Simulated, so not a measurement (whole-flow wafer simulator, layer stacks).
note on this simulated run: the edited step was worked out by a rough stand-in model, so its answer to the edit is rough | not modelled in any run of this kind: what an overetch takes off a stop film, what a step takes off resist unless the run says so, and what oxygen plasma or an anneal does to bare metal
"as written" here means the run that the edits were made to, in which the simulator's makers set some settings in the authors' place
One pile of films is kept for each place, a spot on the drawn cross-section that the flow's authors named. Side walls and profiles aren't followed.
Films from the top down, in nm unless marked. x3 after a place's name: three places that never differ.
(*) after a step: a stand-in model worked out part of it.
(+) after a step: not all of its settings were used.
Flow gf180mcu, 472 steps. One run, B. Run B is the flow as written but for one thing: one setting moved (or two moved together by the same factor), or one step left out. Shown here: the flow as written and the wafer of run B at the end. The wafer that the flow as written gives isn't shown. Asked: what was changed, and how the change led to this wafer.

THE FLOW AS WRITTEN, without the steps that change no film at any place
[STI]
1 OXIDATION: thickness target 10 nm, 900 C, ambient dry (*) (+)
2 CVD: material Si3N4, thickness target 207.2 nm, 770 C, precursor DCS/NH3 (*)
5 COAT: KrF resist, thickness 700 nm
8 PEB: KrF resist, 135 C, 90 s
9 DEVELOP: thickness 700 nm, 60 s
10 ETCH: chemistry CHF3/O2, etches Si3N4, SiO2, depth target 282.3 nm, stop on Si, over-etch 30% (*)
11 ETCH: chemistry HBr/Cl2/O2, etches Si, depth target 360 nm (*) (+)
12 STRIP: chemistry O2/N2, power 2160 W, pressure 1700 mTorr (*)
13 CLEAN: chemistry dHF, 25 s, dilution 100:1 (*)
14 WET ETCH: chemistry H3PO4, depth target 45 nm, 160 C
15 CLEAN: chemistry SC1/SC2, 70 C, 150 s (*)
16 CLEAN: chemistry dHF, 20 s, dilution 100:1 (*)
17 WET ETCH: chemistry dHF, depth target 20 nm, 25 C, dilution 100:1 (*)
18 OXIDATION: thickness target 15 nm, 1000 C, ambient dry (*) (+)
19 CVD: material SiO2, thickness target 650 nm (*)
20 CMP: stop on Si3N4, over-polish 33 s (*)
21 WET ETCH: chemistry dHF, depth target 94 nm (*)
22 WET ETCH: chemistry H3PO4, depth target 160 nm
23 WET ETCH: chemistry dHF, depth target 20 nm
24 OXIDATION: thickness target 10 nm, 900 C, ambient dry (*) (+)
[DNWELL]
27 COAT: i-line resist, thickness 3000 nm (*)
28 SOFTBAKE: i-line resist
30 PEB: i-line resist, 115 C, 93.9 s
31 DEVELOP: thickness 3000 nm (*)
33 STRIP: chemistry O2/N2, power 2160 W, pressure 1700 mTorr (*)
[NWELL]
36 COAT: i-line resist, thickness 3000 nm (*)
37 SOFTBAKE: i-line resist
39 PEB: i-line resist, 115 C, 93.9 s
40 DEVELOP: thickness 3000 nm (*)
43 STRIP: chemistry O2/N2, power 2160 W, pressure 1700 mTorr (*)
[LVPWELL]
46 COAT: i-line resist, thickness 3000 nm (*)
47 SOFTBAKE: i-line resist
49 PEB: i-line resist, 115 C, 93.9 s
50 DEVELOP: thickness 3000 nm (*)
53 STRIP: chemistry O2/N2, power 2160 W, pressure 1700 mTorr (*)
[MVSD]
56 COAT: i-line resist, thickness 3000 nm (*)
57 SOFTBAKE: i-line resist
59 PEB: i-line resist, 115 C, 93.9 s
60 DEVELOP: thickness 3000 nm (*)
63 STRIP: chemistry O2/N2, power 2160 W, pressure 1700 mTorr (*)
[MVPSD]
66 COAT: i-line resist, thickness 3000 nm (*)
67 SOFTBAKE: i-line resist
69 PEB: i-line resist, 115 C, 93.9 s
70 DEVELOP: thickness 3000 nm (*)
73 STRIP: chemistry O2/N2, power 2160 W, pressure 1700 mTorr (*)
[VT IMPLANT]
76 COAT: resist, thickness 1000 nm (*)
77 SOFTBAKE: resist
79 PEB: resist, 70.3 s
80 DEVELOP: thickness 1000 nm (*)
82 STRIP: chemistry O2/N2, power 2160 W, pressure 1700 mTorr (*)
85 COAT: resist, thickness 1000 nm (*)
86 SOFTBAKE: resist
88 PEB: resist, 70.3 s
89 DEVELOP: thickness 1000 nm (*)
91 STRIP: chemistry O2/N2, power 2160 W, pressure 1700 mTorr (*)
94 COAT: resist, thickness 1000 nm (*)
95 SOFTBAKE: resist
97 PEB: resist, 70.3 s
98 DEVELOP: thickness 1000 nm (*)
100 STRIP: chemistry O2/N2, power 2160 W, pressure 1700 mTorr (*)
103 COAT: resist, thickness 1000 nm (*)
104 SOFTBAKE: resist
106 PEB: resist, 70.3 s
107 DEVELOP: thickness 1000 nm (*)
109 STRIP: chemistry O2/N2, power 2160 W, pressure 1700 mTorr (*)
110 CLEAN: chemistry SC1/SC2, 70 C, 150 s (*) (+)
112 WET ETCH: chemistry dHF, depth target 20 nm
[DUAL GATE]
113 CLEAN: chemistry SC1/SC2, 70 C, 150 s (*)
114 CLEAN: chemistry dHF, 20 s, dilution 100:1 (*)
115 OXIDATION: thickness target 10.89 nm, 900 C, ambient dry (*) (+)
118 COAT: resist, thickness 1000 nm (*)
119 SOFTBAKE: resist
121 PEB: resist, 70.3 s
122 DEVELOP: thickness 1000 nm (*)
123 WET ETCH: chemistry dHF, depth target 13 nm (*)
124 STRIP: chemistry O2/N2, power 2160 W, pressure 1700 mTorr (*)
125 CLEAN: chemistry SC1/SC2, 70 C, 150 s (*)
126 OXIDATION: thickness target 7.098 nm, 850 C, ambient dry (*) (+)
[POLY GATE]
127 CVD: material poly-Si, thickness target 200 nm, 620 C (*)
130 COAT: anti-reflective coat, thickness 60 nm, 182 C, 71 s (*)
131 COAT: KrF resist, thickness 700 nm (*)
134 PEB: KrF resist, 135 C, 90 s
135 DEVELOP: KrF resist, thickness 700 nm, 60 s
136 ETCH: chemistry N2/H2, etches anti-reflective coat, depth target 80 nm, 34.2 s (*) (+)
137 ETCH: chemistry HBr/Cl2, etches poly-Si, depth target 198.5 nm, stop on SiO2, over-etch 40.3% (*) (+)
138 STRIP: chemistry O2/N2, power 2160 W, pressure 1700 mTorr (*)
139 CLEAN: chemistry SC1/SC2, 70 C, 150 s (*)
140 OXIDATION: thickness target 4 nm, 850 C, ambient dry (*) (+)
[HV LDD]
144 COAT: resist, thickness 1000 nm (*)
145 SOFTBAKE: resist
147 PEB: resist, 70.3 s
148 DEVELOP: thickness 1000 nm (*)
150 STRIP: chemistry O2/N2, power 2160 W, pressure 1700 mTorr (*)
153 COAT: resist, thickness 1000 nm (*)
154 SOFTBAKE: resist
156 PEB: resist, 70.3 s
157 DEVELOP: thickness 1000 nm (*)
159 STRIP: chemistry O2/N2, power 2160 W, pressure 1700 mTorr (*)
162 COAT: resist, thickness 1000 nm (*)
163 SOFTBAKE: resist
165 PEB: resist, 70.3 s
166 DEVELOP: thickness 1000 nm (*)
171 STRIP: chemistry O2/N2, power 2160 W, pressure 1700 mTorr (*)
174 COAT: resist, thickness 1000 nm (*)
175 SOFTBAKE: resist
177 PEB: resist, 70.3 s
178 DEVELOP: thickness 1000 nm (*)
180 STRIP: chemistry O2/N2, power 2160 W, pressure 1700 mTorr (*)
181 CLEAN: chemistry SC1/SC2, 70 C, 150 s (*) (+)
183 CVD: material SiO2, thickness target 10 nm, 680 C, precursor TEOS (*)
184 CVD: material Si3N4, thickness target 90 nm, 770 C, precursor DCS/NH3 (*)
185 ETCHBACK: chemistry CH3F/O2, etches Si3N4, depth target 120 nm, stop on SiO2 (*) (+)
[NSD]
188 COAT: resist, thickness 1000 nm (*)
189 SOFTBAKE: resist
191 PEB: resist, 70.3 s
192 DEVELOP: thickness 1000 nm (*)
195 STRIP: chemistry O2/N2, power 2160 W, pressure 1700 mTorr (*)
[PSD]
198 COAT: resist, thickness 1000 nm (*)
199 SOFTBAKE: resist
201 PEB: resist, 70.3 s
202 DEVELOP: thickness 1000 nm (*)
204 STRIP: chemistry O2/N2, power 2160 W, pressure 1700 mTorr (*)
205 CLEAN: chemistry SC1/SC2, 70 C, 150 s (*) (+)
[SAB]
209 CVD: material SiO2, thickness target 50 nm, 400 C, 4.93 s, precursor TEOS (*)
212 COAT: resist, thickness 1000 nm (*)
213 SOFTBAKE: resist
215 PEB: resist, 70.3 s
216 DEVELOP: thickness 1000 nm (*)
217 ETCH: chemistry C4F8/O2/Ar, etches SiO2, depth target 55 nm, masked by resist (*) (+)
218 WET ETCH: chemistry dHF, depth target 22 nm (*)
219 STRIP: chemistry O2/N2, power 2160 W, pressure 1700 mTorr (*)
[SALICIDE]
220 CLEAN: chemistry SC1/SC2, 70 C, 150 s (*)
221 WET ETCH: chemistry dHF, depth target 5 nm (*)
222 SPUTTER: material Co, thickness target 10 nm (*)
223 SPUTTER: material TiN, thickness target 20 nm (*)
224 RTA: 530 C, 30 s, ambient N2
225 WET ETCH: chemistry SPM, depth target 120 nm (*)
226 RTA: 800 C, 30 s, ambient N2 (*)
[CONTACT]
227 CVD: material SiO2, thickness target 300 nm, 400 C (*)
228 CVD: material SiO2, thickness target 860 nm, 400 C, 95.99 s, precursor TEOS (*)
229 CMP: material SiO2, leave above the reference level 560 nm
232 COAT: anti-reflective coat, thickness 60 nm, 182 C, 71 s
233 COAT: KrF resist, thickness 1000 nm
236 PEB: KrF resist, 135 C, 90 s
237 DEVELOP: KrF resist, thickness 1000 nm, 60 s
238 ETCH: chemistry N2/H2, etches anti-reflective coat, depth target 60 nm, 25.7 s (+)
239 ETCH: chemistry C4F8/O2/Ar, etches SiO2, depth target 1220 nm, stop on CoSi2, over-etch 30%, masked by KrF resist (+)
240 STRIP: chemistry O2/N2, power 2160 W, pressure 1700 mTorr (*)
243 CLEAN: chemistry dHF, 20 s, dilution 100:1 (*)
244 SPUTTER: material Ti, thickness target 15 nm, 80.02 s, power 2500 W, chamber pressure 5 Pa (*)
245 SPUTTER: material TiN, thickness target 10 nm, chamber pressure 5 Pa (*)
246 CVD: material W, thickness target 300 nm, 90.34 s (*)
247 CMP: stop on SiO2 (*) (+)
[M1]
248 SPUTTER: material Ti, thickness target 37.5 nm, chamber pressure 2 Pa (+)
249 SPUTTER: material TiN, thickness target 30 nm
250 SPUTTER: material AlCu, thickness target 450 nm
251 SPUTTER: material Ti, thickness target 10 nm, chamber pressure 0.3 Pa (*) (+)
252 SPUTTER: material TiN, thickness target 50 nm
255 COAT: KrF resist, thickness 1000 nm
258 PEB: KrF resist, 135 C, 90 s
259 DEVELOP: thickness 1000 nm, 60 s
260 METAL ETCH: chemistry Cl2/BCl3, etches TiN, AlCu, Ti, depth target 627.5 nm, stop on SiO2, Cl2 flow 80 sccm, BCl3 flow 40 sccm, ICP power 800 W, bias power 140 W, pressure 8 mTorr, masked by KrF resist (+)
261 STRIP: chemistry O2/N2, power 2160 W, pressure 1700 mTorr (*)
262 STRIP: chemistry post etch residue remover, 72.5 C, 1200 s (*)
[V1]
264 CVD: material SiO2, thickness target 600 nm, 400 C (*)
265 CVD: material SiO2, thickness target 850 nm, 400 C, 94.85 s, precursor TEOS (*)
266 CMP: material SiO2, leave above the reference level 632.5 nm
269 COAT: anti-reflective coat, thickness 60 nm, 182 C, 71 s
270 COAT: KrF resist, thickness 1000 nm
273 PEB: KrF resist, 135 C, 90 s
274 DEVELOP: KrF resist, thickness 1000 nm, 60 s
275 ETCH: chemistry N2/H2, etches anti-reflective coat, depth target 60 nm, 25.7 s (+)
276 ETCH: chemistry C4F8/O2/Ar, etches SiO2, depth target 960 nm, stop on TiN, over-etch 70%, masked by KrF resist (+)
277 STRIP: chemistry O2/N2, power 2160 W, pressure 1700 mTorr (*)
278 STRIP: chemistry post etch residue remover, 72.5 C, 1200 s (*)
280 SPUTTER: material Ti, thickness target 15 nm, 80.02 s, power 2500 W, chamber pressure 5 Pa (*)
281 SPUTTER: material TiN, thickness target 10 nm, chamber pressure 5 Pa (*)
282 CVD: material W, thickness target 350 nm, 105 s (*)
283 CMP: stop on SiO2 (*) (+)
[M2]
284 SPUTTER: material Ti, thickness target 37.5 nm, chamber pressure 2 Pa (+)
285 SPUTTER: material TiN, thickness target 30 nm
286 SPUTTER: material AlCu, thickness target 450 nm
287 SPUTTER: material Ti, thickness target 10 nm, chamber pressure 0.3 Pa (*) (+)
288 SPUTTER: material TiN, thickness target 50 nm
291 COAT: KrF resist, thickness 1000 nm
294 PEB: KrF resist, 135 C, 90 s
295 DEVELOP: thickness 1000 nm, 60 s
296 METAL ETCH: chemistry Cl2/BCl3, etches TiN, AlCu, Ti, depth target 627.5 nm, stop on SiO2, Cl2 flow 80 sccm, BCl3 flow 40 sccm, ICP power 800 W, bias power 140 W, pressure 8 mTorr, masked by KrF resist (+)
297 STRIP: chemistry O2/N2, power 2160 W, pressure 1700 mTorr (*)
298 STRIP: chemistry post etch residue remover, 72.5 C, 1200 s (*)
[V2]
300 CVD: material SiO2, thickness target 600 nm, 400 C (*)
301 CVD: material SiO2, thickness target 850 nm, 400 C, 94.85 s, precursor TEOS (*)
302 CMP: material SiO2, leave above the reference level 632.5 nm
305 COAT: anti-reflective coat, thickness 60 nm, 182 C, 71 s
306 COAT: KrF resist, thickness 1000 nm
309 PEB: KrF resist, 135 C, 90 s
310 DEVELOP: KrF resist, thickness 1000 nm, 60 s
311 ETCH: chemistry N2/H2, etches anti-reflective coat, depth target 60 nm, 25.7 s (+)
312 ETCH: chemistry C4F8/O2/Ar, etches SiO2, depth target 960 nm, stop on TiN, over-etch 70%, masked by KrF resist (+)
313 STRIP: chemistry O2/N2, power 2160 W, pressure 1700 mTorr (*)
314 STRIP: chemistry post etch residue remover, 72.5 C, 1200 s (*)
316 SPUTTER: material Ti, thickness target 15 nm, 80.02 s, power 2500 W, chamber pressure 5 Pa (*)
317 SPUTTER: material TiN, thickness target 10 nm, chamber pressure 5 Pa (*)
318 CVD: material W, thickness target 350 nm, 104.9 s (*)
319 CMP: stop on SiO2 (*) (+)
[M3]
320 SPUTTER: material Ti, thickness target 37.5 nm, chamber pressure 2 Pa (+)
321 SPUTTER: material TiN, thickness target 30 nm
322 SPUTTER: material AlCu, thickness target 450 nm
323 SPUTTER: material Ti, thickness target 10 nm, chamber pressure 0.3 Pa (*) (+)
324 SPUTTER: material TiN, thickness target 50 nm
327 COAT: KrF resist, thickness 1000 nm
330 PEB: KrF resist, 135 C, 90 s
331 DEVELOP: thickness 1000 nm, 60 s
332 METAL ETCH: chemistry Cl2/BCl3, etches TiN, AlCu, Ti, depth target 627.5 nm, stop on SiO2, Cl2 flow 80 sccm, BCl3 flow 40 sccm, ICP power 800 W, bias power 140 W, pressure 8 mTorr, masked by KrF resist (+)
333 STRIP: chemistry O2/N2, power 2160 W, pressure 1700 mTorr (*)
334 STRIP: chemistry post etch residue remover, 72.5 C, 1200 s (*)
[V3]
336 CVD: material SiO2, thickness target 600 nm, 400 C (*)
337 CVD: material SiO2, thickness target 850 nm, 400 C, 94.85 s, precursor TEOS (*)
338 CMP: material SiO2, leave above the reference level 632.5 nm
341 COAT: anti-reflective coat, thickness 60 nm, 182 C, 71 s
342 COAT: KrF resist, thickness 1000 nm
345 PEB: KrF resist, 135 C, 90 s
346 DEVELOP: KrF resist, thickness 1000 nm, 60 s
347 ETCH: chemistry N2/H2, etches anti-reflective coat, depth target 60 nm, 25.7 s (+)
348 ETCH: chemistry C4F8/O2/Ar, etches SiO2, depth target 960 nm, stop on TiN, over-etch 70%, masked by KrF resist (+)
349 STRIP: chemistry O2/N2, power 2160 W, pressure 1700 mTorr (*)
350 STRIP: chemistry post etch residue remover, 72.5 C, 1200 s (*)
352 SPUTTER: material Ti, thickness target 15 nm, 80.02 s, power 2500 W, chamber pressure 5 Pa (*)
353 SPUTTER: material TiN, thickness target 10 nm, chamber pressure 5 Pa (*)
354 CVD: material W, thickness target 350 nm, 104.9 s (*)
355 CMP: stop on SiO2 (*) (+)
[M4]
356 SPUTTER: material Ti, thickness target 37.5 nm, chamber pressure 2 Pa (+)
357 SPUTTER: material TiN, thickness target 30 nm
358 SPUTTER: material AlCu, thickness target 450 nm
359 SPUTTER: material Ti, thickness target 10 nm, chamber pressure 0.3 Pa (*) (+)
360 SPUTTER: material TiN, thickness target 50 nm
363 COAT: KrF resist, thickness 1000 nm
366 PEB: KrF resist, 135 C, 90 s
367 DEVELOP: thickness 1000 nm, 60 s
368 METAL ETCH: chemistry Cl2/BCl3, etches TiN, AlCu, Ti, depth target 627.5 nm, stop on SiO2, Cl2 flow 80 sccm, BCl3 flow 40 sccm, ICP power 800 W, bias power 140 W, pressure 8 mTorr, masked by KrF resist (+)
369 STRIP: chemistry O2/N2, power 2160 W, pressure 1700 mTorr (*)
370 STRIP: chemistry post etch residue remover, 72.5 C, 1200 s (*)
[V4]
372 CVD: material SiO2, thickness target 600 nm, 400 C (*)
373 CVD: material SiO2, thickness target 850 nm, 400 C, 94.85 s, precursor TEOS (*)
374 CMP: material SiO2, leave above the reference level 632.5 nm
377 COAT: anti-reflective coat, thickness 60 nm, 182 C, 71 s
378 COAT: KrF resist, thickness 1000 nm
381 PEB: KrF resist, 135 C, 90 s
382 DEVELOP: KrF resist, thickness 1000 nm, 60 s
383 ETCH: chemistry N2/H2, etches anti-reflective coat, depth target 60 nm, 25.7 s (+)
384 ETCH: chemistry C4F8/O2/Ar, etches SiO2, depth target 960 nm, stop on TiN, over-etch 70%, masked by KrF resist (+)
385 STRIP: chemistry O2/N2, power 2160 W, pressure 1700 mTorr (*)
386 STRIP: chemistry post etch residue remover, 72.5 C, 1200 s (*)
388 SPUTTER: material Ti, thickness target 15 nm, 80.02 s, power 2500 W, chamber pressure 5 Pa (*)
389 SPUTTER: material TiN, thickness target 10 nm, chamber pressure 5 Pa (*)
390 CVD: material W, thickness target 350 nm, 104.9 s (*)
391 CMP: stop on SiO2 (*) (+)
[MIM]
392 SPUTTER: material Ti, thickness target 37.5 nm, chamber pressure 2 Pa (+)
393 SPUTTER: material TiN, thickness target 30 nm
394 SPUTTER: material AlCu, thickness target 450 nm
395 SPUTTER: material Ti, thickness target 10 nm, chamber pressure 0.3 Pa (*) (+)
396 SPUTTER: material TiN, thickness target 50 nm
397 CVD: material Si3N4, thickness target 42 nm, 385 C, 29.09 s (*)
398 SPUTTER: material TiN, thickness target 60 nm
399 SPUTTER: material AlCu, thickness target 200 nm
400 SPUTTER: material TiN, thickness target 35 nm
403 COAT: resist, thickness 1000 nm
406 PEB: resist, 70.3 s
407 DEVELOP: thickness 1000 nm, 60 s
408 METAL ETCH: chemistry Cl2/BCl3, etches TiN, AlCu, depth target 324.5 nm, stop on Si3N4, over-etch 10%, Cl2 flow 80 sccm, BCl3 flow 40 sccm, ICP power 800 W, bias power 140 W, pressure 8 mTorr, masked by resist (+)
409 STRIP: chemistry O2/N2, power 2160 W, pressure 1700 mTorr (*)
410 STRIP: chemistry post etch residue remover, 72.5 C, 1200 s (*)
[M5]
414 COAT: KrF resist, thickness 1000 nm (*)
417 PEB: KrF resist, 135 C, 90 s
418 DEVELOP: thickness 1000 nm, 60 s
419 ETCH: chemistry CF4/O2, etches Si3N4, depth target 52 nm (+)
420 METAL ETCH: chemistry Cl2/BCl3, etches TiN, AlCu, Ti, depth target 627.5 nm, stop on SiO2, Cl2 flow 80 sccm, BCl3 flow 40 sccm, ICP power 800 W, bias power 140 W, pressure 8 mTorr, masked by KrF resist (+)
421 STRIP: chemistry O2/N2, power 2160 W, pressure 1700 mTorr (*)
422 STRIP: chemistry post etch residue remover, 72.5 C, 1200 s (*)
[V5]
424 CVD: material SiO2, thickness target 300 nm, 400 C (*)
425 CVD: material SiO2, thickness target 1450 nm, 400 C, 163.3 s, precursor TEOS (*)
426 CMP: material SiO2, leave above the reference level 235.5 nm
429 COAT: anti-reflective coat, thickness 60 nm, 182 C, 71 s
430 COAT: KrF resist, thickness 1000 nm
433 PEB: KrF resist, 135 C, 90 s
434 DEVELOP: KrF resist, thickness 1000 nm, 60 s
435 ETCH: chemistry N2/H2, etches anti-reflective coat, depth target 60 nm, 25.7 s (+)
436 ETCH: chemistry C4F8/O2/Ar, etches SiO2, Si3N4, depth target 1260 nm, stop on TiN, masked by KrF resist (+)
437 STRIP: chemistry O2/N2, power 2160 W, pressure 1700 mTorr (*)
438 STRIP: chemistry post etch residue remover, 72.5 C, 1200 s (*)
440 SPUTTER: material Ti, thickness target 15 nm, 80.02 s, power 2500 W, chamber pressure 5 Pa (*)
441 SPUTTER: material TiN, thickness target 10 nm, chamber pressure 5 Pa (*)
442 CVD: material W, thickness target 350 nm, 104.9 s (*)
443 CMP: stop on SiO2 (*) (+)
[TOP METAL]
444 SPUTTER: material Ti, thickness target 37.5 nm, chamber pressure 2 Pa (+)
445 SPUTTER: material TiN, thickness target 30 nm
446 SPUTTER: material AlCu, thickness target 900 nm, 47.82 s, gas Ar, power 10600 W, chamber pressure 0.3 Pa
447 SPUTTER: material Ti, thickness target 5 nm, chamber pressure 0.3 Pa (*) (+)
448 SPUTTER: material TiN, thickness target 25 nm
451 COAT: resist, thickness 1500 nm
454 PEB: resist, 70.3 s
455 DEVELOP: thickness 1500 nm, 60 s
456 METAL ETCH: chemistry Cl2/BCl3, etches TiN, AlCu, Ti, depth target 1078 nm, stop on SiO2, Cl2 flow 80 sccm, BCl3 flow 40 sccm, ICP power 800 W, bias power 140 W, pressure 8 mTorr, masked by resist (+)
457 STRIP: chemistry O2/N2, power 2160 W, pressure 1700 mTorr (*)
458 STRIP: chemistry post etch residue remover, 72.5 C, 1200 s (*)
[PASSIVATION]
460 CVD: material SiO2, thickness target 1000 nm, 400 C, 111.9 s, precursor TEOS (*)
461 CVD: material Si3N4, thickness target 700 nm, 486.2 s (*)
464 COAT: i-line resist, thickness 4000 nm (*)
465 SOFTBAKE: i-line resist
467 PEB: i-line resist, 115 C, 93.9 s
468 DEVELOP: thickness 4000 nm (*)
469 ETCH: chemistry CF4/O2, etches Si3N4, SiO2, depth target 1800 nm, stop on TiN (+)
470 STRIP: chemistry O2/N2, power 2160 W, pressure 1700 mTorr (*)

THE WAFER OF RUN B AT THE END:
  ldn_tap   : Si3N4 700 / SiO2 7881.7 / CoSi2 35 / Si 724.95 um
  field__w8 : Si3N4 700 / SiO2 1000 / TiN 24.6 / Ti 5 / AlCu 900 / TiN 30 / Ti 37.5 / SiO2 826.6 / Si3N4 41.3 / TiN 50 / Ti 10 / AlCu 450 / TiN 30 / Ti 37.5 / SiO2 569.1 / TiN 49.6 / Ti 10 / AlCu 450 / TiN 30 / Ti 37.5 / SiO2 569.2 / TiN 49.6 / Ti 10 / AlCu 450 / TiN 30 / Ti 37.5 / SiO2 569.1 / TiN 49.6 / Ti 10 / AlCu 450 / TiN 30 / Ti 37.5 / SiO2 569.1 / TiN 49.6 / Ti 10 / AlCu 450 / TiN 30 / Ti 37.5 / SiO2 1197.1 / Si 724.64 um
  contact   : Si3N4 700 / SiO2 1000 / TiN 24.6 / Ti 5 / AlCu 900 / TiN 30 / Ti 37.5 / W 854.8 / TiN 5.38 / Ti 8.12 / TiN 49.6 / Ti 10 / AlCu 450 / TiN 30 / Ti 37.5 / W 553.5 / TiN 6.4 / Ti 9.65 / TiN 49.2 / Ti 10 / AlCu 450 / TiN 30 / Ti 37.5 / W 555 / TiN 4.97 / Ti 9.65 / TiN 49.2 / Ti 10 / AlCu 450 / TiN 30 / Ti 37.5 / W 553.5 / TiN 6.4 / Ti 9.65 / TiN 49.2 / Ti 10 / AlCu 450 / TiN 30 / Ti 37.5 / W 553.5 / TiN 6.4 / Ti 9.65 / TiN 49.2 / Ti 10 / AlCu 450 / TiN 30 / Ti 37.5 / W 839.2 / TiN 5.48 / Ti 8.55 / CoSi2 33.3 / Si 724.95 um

The cause: step 353, SPUTTER: thickness target 7.75 nm was run, where the flow has thickness target 10 nm.

How the change led to this, step by step:
  353 SPUTTER: material TiN, thickness target 10 nm, chamber pressure 5 Pa (*)
      field, field__w1, field__w2 and 107 more: TiN +7.75 (new film) (as written it would be: TiN +10 (new film))
      contact: TiN +4.97 (new film) (as written it would be: TiN +6.4 (new film))
  355 CMP: stop on SiO2 (*) (+)
      field, field__w1, field__w2 and 107 more: W -350 (all of it), TiN -7.75 (all of it), Ti -15 (all of it), SiO2 -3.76 (as written it would be: W -350 (all of it), TiN -10 (all of it), Ti -15 (all of it), SiO2 -3.78)
